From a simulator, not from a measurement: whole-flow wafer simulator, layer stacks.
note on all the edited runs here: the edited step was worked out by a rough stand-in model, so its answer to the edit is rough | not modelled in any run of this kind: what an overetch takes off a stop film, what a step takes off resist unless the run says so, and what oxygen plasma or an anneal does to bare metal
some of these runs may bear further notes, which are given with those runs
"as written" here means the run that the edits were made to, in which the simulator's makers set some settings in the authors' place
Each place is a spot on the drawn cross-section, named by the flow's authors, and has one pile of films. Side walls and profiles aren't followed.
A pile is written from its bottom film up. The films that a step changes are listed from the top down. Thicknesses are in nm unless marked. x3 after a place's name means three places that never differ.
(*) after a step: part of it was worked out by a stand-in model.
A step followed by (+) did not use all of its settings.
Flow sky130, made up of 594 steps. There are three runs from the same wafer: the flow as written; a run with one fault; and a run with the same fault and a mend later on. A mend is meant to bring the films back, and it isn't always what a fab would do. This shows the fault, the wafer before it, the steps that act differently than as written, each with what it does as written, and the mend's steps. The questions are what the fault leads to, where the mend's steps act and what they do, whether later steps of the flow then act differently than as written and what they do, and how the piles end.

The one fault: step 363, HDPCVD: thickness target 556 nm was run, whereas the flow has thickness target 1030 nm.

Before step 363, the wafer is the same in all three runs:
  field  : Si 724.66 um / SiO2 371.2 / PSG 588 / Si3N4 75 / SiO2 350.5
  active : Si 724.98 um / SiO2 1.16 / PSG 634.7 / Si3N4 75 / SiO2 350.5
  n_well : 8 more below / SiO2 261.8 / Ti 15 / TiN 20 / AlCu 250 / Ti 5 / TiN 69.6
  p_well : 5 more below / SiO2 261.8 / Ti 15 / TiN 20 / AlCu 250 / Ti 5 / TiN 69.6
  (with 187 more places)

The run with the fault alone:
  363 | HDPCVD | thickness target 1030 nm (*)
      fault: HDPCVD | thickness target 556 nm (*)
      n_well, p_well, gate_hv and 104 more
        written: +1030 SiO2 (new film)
        fault: +556 SiO2 (new film)
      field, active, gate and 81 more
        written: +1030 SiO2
        fault: +556 SiO2
  Steps further on in the flow that do not act as written (25 more steps, not shown, differ only slightly: by at most 2% or 0.5 nm, whichever is larger):
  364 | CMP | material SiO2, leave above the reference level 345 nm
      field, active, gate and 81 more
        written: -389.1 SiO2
        fault: nothing
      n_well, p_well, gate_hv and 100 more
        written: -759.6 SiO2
        fault: -285.6 SiO2
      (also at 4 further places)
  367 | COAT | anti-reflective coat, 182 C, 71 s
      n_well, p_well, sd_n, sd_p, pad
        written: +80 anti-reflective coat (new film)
        fault: +3 anti-reflective coat (new film)
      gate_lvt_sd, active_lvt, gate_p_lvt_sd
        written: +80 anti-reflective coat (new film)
        fault: +81.7 anti-reflective coat (new film)
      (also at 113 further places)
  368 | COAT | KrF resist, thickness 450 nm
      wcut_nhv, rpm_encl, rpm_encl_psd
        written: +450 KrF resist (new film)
        fault: +438.1 KrF resist (new film)
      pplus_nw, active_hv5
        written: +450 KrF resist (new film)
        fault: +430.3 KrF resist (new film)
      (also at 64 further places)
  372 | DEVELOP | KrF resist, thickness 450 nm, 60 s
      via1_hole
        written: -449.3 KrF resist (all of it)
        fault: -438.2 KrF resist (all of it)
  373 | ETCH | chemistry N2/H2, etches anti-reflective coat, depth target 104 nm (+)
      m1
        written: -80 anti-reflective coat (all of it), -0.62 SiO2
        fault: -29.2 anti-reflective coat (all of it)
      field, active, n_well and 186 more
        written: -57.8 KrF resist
        fault: -16.2 KrF resist
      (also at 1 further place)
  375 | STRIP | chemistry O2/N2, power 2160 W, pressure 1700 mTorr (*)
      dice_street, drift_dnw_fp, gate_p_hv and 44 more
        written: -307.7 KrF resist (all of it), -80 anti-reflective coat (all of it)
        fault: -349.2 KrF resist (all of it), -80 anti-reflective coat (all of it)
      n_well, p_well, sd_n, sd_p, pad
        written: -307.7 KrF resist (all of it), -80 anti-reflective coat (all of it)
        fault: -345.4 KrF resist (all of it), -3 anti-reflective coat (all of it)
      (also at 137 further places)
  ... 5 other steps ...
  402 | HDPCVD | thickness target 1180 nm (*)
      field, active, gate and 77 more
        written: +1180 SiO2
        fault: +1180 SiO2 (new film)
  At field, active, gate and 84 more, the piles at the end differ from the flow's by more than 2% or 0.5 nm, whichever is larger.
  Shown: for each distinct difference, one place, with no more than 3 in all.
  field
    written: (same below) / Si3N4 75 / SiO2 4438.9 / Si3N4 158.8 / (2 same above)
    fault: (same below) / Si3N4 75 / SiO2 906.5 / TiN 20 / W 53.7 / SiO2 3458.7 / Si3N4 158.8 / (2 same above)
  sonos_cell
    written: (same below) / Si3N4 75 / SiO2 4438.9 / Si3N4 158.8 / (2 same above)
    fault: (same below) / Si3N4 75 / SiO2 906.5 / TiN 20 / W 53.8 / SiO2 3458.7 / Si3N4 158.8 / (2 same above)
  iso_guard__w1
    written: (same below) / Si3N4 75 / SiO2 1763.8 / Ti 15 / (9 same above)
    fault: (same below) / Si3N4 75 / SiO2 906.5 / TiN 20 / W 53.8 / SiO2 783.6 / Ti 15 / (9 same above)

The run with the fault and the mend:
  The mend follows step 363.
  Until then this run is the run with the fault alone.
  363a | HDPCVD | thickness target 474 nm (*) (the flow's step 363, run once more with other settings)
      field, active, n_well and 188 more
        +474 SiO2
  Every later step of the flow that is run acts as written at every place that is followed.
  At every place that both follow, the piles at the end match the flow's.
